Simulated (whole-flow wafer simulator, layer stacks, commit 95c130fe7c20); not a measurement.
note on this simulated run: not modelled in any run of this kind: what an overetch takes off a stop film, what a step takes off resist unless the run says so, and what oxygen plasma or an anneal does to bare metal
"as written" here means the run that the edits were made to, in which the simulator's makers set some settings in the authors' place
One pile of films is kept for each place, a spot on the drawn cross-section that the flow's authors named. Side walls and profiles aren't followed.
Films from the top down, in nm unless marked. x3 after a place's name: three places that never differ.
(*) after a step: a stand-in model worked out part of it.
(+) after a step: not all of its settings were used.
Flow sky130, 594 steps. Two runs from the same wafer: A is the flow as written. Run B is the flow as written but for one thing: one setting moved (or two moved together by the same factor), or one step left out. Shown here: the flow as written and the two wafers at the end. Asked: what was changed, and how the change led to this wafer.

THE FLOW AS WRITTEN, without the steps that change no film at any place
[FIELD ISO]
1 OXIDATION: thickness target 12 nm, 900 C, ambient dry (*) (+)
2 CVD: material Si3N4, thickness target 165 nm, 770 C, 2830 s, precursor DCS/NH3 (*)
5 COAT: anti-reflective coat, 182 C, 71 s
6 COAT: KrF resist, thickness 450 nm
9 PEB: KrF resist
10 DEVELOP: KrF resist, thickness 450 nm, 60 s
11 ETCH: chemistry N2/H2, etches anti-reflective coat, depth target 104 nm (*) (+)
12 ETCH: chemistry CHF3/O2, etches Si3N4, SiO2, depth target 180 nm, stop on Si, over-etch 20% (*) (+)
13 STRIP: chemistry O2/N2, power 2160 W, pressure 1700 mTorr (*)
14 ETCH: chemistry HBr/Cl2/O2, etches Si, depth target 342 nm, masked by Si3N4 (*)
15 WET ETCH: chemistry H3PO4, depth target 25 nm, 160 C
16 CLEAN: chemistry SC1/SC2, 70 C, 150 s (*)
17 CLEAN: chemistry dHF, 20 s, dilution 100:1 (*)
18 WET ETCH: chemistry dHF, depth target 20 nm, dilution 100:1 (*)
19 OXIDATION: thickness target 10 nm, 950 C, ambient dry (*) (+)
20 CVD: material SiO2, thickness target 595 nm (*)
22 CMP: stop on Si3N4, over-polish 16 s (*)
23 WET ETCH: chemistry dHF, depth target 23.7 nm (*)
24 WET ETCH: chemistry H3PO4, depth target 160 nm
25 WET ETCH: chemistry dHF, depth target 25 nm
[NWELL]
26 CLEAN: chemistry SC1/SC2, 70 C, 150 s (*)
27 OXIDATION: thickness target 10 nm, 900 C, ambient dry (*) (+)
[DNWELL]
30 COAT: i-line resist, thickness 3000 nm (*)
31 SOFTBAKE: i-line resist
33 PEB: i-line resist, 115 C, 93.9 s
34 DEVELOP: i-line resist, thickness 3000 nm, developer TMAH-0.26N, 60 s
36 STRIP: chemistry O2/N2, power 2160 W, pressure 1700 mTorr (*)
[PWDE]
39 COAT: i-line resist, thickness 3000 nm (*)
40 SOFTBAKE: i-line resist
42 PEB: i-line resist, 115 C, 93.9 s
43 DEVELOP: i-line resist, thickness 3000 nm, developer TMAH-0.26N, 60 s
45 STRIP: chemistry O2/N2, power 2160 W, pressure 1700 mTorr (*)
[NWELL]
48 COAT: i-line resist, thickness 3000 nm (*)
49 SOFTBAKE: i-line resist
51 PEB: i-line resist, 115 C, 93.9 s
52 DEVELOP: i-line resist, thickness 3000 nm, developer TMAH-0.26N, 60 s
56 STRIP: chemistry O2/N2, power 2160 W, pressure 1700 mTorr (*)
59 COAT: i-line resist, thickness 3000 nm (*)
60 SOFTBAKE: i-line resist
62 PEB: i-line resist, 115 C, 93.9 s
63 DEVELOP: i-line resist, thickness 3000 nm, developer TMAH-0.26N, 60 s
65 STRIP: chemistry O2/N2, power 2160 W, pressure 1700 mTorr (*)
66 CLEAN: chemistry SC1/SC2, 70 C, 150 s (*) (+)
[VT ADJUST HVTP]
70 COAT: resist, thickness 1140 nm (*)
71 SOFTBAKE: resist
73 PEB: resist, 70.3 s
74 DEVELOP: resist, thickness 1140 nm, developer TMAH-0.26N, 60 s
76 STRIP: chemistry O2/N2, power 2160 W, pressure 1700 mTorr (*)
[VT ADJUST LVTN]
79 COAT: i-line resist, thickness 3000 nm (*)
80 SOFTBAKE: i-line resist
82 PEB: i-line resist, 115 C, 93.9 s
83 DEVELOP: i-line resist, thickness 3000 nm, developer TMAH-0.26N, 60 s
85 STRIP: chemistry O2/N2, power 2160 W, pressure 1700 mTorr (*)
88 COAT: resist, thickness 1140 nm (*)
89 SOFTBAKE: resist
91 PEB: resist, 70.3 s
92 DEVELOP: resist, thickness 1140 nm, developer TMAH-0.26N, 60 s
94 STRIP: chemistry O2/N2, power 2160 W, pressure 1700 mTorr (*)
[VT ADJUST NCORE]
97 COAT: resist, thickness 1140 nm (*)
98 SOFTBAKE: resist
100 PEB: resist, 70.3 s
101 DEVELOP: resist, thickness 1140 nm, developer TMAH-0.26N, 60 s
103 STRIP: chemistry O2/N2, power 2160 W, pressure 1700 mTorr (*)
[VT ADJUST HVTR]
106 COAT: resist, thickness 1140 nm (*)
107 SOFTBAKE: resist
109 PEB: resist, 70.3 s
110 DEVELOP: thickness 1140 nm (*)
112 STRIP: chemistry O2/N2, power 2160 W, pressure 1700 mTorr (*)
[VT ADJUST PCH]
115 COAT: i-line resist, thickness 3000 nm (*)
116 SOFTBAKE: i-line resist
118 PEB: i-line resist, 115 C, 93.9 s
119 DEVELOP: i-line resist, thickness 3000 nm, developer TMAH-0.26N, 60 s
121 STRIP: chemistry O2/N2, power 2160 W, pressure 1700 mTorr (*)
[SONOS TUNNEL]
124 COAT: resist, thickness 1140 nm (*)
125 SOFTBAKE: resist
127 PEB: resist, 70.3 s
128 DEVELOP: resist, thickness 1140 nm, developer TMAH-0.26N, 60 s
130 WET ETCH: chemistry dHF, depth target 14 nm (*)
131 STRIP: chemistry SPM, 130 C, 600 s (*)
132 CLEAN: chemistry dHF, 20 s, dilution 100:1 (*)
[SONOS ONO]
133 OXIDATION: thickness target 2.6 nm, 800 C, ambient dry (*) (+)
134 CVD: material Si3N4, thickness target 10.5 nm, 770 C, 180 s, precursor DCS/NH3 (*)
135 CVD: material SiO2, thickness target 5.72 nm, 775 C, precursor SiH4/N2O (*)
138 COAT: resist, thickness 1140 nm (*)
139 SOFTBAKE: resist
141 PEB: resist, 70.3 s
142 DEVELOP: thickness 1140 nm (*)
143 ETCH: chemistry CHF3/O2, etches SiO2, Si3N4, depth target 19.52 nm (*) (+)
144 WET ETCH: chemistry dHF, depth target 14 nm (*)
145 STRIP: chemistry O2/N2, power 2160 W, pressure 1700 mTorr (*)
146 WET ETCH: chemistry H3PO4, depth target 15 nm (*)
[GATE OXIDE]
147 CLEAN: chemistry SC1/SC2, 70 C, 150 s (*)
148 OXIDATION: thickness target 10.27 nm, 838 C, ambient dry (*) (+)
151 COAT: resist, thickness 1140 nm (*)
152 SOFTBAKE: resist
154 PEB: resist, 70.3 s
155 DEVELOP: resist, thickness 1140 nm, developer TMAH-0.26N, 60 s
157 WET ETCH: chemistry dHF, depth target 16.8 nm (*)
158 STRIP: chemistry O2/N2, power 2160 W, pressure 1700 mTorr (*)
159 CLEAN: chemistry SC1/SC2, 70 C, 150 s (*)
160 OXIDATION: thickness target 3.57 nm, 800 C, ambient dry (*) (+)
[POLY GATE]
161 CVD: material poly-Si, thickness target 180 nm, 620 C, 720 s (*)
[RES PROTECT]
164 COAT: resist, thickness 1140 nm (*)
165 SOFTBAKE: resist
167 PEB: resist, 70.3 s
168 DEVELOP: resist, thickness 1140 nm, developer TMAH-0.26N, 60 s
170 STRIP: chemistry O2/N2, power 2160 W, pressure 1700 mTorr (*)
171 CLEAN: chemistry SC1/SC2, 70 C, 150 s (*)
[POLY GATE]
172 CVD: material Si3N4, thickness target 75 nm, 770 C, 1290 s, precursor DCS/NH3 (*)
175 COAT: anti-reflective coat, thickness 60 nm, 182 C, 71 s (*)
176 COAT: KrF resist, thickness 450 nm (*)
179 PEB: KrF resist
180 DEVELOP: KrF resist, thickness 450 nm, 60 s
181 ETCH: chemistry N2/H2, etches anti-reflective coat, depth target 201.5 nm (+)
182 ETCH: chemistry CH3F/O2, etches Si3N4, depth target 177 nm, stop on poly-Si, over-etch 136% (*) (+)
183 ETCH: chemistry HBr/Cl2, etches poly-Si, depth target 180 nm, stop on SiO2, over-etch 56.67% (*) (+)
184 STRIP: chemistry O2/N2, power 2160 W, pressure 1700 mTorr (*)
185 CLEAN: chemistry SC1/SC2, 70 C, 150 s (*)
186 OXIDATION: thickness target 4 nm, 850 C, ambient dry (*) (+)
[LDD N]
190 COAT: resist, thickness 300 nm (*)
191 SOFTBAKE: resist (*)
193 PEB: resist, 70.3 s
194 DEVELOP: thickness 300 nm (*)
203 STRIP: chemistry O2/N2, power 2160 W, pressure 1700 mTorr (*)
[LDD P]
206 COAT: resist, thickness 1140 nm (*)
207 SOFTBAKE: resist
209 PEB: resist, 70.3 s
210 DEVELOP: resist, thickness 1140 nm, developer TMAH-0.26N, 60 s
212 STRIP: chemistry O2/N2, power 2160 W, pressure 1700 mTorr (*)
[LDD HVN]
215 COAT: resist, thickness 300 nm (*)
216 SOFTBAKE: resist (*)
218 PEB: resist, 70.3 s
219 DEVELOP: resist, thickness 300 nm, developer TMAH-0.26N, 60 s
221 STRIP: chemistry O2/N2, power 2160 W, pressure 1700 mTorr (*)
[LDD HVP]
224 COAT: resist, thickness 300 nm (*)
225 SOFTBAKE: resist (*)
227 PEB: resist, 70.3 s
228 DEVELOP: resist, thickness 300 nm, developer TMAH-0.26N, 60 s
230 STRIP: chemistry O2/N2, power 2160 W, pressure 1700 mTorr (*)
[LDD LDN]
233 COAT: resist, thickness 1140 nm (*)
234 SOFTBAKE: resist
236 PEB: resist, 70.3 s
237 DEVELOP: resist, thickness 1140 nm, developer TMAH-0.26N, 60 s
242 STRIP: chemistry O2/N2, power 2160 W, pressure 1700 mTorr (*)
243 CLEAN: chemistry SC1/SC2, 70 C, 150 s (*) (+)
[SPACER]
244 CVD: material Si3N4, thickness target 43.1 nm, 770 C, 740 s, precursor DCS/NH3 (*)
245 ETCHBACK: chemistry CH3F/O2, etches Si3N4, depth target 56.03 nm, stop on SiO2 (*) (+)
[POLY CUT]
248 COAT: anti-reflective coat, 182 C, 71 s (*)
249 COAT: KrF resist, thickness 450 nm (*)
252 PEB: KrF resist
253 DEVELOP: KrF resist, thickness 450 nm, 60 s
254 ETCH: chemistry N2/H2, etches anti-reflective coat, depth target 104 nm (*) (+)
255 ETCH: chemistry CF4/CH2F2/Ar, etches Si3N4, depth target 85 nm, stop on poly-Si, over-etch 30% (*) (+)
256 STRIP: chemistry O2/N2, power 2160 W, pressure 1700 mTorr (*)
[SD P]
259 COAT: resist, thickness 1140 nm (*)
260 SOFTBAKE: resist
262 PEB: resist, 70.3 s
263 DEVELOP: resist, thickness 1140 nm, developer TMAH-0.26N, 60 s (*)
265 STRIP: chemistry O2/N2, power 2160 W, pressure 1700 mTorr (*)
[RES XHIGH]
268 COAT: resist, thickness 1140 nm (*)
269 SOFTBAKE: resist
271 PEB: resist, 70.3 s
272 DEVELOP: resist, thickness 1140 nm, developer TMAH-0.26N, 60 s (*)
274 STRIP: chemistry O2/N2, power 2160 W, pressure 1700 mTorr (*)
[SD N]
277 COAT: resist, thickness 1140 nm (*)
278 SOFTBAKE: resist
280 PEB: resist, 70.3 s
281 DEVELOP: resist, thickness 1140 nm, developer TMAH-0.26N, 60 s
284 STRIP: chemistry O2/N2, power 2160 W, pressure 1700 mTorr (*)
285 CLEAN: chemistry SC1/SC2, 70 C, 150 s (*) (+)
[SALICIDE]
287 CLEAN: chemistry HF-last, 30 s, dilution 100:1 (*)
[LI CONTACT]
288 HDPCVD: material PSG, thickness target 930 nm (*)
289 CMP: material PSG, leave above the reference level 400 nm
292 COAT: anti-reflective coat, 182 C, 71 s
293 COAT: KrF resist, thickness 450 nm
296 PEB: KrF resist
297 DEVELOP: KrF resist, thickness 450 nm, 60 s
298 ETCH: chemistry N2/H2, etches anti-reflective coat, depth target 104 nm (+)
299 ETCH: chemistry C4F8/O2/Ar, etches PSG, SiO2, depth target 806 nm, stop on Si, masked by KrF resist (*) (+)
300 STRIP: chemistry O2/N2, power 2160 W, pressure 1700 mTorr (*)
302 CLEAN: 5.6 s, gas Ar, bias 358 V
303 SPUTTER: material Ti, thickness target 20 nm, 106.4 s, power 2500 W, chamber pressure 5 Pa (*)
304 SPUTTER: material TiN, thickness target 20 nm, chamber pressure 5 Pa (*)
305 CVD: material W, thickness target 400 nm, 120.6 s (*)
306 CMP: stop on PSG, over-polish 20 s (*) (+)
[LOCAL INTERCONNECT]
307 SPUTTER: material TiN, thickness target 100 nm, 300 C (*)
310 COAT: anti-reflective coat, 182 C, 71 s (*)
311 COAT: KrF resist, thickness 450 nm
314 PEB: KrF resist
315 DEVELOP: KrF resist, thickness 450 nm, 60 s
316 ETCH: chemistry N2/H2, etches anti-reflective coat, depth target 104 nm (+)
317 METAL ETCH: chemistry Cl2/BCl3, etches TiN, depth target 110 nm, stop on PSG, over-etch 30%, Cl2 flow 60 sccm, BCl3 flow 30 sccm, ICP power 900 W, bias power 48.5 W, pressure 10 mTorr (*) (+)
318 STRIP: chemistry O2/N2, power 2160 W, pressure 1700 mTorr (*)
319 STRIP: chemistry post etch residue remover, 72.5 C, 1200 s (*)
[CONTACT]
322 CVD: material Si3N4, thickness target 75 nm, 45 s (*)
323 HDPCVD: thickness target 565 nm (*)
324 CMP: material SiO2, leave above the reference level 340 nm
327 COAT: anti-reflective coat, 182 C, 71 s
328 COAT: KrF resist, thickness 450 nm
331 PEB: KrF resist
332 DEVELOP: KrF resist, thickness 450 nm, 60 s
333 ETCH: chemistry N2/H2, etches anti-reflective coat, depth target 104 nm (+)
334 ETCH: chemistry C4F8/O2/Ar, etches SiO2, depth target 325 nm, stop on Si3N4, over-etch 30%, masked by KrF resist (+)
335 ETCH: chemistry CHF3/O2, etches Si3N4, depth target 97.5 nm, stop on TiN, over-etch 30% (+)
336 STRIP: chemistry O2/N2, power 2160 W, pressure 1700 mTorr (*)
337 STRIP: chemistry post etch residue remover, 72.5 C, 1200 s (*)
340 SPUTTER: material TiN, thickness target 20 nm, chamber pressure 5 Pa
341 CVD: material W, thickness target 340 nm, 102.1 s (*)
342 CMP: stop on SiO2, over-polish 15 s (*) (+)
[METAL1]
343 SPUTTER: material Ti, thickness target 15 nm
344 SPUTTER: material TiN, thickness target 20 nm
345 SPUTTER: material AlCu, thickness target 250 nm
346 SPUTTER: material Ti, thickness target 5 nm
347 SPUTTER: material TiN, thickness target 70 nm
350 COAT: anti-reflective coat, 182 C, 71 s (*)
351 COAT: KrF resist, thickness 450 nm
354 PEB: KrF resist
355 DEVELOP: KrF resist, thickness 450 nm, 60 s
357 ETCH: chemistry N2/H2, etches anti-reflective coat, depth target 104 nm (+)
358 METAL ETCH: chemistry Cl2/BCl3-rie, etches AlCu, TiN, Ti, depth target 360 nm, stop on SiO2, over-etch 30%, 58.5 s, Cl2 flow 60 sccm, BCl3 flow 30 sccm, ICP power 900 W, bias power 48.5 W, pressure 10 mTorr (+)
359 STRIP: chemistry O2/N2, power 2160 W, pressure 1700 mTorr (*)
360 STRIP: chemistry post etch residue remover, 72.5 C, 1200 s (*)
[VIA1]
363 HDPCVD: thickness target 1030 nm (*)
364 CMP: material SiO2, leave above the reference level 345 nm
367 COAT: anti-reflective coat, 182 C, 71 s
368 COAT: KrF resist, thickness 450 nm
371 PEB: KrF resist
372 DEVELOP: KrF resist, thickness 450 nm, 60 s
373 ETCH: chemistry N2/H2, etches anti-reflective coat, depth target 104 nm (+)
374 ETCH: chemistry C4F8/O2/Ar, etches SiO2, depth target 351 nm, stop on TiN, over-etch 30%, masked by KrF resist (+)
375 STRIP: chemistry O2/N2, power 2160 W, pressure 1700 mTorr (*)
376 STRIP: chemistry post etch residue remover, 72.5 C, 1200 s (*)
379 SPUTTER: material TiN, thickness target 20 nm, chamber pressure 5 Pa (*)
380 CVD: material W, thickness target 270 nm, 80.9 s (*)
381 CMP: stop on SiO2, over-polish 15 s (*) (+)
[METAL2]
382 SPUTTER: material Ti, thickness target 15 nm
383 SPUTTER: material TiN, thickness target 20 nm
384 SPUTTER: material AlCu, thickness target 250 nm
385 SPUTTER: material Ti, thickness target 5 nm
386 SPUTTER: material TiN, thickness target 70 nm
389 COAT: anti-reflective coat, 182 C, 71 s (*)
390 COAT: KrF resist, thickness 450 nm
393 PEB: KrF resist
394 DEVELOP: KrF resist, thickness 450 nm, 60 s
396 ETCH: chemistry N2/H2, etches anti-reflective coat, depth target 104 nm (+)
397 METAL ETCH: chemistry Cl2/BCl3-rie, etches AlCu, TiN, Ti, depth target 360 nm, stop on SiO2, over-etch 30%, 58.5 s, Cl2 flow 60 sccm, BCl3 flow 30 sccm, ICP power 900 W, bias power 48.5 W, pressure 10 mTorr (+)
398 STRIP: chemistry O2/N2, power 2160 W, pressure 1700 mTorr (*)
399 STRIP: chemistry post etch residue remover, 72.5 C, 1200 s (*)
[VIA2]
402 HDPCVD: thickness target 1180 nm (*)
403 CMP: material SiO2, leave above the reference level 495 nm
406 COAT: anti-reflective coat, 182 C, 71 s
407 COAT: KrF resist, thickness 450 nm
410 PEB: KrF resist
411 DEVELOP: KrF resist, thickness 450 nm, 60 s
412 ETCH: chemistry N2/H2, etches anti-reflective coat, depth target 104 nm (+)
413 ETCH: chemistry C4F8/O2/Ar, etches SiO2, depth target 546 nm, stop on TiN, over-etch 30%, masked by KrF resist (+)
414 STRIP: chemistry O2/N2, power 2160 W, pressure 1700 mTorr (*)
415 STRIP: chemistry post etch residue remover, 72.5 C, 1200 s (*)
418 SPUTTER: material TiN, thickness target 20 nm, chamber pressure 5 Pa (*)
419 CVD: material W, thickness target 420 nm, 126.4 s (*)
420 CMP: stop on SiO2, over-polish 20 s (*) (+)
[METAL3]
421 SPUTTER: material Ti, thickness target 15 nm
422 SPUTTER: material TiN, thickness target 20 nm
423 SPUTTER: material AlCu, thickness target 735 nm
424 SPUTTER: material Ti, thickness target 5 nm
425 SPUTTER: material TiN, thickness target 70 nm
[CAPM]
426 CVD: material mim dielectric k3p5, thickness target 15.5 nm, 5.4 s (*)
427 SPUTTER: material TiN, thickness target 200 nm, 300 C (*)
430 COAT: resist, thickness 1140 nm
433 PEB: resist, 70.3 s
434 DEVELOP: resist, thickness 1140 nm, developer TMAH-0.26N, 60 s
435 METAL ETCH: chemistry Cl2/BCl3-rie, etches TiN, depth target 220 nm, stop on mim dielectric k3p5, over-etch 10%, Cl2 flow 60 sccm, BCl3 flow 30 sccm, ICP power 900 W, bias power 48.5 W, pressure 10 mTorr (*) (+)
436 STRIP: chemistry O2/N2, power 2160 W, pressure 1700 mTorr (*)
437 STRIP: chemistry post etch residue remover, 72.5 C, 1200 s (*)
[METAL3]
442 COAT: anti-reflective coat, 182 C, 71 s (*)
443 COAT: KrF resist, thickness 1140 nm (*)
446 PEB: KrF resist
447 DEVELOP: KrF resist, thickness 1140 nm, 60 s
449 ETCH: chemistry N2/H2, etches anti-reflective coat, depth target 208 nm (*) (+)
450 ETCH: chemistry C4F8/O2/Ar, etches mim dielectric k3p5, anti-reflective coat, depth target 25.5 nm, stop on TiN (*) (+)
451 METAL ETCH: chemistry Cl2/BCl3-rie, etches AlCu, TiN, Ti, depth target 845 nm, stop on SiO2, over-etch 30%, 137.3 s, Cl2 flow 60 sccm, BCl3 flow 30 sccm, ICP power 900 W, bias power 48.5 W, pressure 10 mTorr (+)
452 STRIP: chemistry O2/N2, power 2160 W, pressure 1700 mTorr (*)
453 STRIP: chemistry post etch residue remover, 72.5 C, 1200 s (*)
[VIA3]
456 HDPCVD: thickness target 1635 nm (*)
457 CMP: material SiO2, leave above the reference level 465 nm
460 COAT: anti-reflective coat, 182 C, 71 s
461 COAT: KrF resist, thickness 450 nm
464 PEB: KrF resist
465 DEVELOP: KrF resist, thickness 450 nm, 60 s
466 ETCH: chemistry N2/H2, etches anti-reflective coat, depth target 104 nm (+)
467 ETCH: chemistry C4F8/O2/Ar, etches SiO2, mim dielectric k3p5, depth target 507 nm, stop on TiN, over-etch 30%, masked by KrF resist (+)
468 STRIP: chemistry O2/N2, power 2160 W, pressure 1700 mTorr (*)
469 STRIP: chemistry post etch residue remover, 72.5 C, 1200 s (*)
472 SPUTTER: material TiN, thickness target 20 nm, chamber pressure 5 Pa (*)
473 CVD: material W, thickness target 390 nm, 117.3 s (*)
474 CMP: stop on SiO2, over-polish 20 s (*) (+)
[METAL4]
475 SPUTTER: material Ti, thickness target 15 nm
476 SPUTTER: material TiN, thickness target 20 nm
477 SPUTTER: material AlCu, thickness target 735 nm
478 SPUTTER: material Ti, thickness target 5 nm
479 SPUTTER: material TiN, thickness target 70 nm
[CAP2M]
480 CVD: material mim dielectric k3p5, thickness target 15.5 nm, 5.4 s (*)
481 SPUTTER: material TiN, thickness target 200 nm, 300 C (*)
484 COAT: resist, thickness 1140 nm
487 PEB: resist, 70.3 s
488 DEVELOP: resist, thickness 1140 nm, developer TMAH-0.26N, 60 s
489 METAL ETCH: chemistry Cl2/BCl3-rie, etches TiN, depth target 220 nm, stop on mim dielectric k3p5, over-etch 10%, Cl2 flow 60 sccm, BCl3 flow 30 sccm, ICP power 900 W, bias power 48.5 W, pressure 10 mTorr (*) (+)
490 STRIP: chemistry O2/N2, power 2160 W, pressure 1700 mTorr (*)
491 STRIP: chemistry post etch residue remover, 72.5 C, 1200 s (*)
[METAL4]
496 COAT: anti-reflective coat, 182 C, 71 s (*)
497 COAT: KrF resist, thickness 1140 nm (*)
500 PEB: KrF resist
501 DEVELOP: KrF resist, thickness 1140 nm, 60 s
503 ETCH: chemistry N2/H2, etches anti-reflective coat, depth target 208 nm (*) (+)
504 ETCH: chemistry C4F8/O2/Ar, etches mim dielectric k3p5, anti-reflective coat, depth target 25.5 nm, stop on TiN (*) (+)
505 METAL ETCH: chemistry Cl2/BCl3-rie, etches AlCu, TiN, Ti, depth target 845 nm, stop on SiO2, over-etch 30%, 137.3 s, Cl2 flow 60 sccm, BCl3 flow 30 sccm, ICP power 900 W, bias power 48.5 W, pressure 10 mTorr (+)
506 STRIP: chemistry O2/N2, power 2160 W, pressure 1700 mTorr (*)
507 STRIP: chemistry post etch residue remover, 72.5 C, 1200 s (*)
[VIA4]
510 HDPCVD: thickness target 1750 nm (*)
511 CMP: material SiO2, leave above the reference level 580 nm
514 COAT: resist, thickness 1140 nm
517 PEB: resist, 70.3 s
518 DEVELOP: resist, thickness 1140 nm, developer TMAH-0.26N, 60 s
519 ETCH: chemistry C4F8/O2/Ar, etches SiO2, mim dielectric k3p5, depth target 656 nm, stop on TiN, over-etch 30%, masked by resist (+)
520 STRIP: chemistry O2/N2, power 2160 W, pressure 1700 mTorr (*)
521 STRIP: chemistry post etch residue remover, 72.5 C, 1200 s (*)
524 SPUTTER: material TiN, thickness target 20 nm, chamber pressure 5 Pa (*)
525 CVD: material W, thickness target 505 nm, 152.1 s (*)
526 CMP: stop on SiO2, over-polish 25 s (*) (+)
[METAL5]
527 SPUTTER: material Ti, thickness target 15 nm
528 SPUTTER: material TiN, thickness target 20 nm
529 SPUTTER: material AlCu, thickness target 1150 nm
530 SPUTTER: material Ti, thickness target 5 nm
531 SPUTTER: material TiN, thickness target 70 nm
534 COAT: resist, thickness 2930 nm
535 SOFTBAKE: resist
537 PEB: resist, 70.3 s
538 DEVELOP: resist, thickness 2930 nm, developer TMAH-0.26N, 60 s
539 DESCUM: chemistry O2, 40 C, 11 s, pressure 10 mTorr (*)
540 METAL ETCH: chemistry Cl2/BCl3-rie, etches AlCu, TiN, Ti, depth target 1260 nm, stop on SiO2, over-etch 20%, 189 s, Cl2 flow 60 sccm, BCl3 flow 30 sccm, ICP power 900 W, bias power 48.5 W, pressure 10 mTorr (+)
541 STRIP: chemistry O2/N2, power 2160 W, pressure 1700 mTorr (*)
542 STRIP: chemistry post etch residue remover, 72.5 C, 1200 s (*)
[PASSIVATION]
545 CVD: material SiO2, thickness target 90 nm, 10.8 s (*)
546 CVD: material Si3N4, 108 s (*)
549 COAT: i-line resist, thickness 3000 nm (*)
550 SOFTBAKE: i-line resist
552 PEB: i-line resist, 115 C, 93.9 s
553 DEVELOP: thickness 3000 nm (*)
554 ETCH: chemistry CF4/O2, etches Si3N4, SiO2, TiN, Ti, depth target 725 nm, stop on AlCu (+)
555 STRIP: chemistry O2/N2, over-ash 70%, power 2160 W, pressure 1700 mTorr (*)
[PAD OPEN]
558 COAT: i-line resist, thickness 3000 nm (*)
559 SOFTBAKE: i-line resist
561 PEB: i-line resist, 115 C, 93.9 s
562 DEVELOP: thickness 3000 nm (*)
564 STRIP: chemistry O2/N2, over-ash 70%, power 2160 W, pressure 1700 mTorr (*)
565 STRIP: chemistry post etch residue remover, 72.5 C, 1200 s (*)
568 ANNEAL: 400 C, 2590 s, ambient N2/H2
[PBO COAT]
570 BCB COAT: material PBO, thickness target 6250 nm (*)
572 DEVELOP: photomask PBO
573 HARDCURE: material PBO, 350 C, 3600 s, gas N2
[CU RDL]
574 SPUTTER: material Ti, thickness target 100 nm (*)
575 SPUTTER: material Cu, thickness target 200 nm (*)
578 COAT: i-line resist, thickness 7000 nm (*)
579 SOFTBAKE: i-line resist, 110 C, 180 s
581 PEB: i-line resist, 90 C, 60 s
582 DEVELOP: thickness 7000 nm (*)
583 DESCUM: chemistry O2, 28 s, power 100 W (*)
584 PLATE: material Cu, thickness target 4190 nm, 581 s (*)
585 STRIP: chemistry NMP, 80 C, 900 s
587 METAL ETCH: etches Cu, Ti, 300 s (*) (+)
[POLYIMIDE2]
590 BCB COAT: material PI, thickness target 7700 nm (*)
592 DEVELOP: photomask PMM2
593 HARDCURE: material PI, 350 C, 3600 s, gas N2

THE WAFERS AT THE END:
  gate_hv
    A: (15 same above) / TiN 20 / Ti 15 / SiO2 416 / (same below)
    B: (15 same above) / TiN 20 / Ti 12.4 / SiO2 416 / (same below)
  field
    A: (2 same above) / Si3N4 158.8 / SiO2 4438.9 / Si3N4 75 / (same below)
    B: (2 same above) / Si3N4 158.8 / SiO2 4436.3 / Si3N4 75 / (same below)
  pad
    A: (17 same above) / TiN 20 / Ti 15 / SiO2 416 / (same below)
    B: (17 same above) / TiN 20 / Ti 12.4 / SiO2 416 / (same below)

The cause: step 421, SPUTTER: thickness target 12.4 nm was run, where the flow has thickness target 15 nm.
It can be read off the wafer: gate_hv has Ti 12.4, and step 421 as written asks for 15 nm.

How the change led to this, step by step:
  421 SPUTTER: material Ti, thickness target 15 nm
      field, active, n_well and 188 more: A Ti +15 (new film) | B Ti +12.4 (new film)
  451 METAL ETCH: chemistry Cl2/BCl3-rie, etches AlCu, TiN, Ti, depth target 845 nm, stop on SiO2, over-etch 30%, 137.3 s, Cl2 flow 60 sccm, BCl3 flow 30 sccm, ICP power 900 W, bias power 48.5 W, pressure 10 mTorr (+)
      field, gate, spacer and 68 more: A TiN -70 (all of it), Ti -5 (all of it), AlCu -735 (all of it), TiN -20 (all of it), Ti -15 (all of it), SiO2 -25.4 | B TiN -70 (all of it), Ti -5 (all of it), AlCu -735 (all of it), TiN -20 (all of it), Ti -12.4 (all of it), SiO2 -25.6
      active, vpp_ln, vpp_iso2 and 11 more: A TiN -70 (all of it), Ti -5 (all of it), AlCu -735 (all of it), TiN -20 (all of it), Ti -15 (all of it), SiO2 -25.3 | B TiN -70 (all of it), Ti -5 (all of it), AlCu -735 (all of it), TiN -20 (all of it), Ti -12.4 (all of it), SiO2 -25.6
  550 SOFTBAKE: i-line resist
      via1_hole: A i-line resist -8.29 | B i-line resist -7.42
      via1_enc: A i-line resist -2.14 | B i-line resist -1.33
  559 SOFTBAKE: i-line resist
      via1_hole: A i-line resist -8.29 | B i-line resist -7.42
      via1_enc: A i-line resist -2.14 | B i-line resist -1.33
